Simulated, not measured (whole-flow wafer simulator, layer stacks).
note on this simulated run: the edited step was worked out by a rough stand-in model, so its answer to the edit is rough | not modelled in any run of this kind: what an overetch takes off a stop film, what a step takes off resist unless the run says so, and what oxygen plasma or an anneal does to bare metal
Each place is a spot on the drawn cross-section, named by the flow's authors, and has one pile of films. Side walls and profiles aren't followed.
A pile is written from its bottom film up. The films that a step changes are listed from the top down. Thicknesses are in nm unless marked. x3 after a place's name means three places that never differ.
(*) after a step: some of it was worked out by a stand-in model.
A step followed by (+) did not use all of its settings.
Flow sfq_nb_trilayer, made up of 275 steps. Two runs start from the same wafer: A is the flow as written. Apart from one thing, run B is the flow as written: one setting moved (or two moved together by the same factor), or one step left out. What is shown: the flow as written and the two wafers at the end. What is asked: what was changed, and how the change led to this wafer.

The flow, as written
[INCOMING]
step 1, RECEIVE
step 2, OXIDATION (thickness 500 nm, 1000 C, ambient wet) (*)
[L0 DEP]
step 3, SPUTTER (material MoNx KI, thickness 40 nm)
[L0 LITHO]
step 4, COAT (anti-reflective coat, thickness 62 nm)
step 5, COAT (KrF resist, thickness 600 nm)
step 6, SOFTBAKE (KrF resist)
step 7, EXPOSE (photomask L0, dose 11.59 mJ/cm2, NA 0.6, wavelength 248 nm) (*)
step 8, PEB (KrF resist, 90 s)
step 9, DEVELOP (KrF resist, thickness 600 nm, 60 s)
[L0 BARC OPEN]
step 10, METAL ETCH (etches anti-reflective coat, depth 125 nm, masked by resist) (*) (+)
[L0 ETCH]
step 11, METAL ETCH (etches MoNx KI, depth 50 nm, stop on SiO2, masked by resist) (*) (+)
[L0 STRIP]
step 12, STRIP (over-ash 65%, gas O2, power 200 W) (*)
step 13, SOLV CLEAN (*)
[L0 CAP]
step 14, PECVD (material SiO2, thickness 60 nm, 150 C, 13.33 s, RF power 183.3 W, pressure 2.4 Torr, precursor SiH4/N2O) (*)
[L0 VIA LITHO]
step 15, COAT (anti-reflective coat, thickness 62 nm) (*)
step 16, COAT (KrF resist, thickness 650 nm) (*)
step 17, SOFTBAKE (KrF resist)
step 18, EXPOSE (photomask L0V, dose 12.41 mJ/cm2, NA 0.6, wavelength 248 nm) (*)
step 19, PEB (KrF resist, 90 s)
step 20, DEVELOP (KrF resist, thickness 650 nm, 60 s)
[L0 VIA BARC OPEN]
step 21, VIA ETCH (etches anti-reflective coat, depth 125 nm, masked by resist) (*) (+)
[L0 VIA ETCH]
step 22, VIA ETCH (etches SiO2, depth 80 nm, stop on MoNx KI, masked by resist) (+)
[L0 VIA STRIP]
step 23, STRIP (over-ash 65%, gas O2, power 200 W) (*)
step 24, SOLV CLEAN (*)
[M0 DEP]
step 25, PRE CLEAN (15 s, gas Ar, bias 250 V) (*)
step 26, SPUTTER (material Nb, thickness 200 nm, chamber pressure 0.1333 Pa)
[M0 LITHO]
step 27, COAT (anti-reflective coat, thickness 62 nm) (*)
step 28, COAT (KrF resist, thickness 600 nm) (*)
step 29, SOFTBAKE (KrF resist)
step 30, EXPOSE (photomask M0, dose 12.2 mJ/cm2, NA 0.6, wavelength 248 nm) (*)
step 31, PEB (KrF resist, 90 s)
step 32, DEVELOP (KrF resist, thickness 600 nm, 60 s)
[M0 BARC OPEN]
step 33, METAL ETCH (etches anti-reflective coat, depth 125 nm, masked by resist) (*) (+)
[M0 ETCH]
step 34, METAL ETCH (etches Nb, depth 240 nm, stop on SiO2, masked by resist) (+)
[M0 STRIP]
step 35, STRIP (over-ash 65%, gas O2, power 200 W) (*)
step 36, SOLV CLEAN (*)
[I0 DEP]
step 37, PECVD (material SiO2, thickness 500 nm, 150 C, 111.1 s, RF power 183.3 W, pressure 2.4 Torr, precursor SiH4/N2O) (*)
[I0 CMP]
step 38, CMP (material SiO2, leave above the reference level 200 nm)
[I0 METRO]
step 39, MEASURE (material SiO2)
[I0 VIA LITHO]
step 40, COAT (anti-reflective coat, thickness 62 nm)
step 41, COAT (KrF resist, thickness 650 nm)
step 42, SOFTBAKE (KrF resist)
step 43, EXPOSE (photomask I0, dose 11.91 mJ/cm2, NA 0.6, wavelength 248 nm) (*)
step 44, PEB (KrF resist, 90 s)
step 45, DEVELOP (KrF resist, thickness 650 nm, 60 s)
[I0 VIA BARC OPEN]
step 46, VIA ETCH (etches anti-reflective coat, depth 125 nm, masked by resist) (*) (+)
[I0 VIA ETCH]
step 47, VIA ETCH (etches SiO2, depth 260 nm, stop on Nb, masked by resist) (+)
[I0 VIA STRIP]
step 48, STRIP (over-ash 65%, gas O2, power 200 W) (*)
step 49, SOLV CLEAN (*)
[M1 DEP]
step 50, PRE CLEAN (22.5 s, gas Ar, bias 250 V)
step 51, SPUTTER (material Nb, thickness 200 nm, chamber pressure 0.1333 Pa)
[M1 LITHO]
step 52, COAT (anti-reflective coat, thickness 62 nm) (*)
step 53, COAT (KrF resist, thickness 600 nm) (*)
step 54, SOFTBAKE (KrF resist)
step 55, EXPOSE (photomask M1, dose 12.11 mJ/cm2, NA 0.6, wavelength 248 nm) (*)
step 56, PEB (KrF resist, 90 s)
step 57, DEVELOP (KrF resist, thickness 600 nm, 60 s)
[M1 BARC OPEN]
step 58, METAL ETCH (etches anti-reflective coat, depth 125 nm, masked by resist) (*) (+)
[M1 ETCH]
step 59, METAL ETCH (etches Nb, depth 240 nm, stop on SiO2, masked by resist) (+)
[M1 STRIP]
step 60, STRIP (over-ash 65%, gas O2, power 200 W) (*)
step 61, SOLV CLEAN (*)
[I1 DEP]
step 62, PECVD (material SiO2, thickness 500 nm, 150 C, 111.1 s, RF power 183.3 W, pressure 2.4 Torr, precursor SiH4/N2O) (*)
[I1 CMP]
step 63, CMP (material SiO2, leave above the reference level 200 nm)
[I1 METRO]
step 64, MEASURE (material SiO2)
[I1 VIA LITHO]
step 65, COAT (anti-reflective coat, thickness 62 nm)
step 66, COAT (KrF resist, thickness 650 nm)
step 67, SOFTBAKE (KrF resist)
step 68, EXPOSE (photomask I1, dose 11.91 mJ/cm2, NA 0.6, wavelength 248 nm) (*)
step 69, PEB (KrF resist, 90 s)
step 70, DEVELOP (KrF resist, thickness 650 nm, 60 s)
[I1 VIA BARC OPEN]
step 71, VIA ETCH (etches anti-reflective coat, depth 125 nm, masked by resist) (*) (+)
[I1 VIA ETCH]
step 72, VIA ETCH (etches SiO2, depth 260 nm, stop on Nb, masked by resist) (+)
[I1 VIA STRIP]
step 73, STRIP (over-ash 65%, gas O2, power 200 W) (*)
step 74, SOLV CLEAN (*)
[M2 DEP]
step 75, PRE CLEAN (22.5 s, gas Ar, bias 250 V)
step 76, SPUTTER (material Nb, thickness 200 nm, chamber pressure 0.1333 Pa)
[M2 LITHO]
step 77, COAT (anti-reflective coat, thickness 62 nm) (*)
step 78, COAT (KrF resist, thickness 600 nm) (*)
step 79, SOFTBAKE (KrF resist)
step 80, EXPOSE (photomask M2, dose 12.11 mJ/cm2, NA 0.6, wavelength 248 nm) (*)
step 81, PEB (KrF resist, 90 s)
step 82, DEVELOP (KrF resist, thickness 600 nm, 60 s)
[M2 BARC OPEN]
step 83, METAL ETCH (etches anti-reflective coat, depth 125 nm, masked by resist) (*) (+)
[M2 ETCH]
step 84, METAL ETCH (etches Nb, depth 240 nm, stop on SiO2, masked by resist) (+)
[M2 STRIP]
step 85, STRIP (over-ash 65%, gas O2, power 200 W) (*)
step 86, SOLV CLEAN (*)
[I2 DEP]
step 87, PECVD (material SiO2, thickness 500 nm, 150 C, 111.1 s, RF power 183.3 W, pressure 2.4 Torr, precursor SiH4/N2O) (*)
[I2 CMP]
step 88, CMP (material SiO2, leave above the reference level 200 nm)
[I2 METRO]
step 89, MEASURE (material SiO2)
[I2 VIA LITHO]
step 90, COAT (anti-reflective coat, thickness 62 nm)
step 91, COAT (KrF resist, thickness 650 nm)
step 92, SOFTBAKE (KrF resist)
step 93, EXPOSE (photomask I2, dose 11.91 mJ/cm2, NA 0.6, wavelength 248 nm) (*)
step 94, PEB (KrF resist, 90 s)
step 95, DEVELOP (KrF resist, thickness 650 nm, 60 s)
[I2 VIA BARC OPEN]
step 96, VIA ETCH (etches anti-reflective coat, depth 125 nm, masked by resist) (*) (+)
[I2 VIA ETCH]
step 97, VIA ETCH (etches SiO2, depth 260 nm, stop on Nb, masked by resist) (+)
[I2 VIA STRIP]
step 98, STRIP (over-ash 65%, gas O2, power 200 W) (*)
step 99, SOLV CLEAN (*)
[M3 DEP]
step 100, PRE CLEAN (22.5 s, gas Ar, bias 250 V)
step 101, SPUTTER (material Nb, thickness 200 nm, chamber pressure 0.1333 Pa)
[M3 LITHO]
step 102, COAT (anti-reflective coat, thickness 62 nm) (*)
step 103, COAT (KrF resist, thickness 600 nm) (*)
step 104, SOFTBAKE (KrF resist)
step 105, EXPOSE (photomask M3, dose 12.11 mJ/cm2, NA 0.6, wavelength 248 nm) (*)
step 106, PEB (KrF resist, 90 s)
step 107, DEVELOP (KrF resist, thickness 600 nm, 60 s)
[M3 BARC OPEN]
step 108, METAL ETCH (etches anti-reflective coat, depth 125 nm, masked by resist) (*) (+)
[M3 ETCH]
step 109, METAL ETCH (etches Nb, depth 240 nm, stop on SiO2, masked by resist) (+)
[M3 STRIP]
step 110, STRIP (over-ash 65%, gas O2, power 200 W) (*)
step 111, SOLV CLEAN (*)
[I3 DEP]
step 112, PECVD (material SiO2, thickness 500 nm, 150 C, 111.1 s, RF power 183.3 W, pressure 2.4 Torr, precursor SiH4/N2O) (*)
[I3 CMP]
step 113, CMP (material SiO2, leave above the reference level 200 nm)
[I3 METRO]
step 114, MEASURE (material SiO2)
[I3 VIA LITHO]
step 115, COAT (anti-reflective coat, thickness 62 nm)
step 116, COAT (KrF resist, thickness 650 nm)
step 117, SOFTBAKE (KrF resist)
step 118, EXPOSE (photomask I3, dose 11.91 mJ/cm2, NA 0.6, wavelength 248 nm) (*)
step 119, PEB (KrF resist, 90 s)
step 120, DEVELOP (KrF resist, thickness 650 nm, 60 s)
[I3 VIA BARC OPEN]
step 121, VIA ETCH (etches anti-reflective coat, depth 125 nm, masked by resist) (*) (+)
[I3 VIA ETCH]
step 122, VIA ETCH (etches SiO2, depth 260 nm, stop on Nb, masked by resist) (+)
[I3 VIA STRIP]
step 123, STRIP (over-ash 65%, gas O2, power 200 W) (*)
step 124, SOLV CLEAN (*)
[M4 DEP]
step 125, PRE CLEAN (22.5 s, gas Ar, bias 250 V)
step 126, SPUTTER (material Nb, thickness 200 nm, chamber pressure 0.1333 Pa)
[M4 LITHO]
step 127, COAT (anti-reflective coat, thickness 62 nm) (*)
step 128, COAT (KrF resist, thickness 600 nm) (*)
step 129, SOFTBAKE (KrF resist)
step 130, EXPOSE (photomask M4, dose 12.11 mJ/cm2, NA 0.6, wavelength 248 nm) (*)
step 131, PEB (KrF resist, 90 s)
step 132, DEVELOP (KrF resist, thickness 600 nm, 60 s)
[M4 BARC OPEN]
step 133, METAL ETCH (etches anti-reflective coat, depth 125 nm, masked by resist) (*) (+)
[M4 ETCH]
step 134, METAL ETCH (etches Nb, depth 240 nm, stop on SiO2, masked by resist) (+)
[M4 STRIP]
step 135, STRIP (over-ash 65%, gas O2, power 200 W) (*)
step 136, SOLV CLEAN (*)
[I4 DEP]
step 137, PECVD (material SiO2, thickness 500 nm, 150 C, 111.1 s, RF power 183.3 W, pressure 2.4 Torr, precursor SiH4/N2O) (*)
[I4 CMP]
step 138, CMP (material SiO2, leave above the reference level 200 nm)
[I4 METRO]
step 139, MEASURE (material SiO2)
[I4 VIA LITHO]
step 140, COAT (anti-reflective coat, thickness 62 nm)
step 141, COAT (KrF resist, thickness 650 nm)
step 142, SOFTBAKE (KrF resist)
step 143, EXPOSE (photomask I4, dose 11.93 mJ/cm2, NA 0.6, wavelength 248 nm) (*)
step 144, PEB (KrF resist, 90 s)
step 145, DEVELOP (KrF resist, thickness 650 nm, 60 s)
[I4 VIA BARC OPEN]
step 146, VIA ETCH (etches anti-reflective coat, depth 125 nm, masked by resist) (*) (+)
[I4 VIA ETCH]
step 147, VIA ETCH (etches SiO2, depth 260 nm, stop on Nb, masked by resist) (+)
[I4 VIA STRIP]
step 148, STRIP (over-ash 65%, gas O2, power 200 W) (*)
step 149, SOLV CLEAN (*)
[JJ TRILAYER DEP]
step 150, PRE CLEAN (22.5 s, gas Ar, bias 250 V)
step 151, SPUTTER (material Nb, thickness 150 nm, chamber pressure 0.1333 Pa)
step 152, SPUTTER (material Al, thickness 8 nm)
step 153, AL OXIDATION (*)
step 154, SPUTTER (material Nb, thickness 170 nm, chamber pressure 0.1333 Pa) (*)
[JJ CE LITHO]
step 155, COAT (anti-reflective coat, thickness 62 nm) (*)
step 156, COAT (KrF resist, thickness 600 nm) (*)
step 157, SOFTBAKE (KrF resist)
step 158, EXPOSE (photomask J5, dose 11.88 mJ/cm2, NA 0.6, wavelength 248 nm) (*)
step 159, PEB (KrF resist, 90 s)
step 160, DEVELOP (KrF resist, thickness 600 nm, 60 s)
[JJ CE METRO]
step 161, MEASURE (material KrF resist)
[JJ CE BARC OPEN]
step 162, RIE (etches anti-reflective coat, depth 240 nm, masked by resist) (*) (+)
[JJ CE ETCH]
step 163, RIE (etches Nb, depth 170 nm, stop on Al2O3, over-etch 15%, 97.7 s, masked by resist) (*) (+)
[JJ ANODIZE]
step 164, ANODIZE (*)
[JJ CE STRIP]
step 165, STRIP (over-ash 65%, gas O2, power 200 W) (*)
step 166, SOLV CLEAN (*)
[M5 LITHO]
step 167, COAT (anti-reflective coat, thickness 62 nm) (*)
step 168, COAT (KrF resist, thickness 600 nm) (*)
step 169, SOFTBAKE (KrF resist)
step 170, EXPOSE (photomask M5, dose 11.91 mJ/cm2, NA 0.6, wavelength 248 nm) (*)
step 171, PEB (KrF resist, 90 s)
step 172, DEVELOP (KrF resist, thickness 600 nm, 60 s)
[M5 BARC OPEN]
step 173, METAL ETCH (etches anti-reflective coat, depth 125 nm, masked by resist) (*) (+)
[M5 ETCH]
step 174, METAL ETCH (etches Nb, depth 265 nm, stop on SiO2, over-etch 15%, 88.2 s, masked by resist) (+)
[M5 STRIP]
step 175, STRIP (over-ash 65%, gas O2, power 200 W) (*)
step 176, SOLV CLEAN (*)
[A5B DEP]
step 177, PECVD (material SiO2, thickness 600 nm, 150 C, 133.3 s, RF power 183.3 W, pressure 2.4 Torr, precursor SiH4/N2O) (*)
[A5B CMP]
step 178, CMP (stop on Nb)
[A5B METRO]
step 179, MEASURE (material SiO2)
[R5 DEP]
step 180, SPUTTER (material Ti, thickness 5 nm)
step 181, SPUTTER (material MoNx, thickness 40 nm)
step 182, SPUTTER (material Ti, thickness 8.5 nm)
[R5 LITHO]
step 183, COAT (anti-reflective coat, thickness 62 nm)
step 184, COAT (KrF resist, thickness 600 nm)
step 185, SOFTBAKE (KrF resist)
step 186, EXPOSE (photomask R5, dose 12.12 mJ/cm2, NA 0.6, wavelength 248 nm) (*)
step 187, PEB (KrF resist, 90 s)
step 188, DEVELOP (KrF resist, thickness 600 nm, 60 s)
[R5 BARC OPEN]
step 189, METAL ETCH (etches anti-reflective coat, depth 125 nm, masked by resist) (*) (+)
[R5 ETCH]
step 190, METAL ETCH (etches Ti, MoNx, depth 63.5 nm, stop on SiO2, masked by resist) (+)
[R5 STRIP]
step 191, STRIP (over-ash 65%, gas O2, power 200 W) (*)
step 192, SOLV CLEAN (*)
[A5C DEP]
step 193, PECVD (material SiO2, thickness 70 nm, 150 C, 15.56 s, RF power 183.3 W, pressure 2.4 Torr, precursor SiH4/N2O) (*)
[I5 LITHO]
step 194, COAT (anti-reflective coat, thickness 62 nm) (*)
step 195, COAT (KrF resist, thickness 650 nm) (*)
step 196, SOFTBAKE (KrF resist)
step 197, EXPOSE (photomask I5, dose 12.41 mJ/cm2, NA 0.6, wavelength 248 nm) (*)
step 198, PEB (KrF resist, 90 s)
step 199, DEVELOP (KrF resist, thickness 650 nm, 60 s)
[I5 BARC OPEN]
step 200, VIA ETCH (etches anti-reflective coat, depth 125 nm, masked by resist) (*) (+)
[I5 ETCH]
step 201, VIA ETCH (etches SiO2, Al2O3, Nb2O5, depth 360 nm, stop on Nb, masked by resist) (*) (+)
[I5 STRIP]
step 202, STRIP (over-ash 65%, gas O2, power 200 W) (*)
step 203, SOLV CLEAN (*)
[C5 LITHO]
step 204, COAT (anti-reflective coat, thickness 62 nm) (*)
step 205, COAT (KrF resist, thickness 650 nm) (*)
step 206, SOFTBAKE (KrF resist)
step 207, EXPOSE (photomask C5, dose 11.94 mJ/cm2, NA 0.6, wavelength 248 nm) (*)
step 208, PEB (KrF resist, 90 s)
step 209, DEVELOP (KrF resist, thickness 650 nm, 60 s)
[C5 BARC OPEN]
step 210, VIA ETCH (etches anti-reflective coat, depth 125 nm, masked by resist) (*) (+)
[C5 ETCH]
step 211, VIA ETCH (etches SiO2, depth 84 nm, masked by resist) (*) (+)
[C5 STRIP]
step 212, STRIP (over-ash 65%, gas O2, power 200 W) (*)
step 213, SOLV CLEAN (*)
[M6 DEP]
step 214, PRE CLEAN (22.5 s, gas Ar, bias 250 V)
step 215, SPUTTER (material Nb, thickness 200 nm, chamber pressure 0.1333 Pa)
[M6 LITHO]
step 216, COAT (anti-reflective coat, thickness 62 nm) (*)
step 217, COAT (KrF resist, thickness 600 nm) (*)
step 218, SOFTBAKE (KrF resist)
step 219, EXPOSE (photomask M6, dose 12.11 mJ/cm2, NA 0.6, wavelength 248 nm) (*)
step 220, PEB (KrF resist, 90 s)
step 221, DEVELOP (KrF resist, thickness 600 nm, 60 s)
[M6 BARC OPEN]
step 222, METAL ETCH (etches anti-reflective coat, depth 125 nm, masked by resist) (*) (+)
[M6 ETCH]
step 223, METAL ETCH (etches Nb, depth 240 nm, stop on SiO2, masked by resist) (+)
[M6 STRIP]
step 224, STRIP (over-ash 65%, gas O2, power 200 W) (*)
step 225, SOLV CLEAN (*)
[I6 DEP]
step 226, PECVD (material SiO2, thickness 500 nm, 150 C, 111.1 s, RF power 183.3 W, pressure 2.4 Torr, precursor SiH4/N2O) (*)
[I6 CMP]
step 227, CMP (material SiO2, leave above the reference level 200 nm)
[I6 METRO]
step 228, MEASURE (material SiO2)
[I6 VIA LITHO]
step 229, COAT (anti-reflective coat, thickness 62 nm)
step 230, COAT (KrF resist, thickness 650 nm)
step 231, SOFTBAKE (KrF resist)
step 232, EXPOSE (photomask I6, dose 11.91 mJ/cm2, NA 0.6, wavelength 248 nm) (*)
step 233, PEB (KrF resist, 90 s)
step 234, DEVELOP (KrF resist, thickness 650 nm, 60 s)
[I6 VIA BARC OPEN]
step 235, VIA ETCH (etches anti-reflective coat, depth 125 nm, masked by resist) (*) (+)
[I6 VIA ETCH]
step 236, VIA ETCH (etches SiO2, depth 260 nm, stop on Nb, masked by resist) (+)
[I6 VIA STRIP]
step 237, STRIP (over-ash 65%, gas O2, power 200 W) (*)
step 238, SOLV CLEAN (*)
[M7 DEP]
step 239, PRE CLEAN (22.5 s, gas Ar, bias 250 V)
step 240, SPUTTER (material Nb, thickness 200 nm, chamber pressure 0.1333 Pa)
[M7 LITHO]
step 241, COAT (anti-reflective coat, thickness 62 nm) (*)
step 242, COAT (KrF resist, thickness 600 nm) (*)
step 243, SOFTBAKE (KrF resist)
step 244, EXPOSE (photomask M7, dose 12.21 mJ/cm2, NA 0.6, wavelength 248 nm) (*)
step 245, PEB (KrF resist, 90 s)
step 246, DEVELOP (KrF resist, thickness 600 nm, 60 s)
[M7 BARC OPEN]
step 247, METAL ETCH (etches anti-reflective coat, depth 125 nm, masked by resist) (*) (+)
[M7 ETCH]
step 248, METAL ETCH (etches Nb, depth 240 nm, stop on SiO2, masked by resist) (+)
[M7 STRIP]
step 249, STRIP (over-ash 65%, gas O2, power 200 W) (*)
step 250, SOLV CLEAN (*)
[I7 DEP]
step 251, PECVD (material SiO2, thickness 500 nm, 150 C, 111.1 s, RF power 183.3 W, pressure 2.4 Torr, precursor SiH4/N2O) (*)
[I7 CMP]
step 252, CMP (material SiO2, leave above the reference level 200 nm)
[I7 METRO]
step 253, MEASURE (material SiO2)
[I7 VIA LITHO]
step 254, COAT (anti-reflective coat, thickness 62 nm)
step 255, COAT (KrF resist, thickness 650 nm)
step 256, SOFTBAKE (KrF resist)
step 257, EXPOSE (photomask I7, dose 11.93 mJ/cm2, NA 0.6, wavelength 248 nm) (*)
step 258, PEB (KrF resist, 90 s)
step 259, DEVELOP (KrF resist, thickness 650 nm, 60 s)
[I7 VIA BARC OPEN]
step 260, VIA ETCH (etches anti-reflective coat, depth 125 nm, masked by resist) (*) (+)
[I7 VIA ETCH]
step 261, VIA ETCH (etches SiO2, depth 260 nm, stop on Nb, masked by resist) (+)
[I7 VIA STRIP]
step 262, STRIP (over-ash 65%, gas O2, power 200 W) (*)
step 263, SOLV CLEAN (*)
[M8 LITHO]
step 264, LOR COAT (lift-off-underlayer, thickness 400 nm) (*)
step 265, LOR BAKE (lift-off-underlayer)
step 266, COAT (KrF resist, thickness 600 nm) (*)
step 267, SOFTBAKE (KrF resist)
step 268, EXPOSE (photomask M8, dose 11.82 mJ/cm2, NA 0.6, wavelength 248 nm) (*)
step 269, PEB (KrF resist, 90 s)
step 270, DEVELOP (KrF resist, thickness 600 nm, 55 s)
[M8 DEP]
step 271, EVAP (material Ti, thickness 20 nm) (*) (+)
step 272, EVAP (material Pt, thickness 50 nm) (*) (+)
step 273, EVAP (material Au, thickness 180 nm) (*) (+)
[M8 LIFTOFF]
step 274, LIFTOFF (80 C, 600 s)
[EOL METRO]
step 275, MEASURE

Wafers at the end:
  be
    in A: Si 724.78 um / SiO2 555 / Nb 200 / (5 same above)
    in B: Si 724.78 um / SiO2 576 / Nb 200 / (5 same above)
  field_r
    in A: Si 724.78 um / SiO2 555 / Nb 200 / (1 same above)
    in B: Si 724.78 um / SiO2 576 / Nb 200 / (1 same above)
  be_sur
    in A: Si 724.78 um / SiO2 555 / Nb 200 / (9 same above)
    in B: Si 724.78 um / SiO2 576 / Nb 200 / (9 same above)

Cause: step 14, PECVD: thickness 81 nm was run, though the flow has thickness 60 nm; step 14, PECVD: 18 s was run, where the flow has 13.33 s.

The path from the change to this, step by step:
  step 14, PECVD (material SiO2, thickness 60 nm, 150 C, 13.33 s, RF power 183.3 W, pressure 2.4 Torr, precursor SiH4/N2O) (*)
      v_sur, via_wl, via_w and 97 more: A SiO2 gains 60 | B SiO2 gains 81
      field_l, l0_sur, l0v, l0r_line_l, l0r_line_c, l0r_line_r: A SiO2 gains 60 (new film) | B SiO2 gains 81 (new film)
  step 22, VIA ETCH (etches SiO2, depth 80 nm, stop on MoNx KI, masked by resist) (+)
      l0v: A SiO2 loses 59.8 (all of it) | B SiO2 loses 80
  step 25, PRE CLEAN (15 s, gas Ar, bias 250 V) (*)
      l0v: A MoNx KI loses 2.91 | B SiO2 loses 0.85 (all of it), MoNx KI loses 2.59
  step 27, COAT (anti-reflective coat, thickness 62 nm) (*)
      l0_sur: A anti-reflective coat gains 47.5 (new film) | B anti-reflective coat gains 46 (new film)
      l0v: A anti-reflective coat gains 78 (new film) | B anti-reflective coat gains 83.2 (new film)
  step 28, COAT (KrF resist, thickness 600 nm) (*)
      l0v: A KrF resist gains 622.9 (new film) | B KrF resist gains 636.8 (new film)
  step 35, STRIP (over-ash 65%, gas O2, power 200 W) (*)
      l0_sur: A KrF resist loses 372 (all of it), anti-reflective coat loses 47.5 (all of it) | B KrF resist loses 369.7 (all of it), anti-reflective coat loses 46 (all of it)
      l0v: A KrF resist loses 405.3 (all of it), anti-reflective coat loses 78 (all of it) | B KrF resist loses 419.1 (all of it), anti-reflective coat loses 83.2 (all of it)
  step 38, CMP (material SiO2, leave above the reference level 200 nm)
      l0v: A SiO2 loses 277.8 | B SiO2 loses 253.5
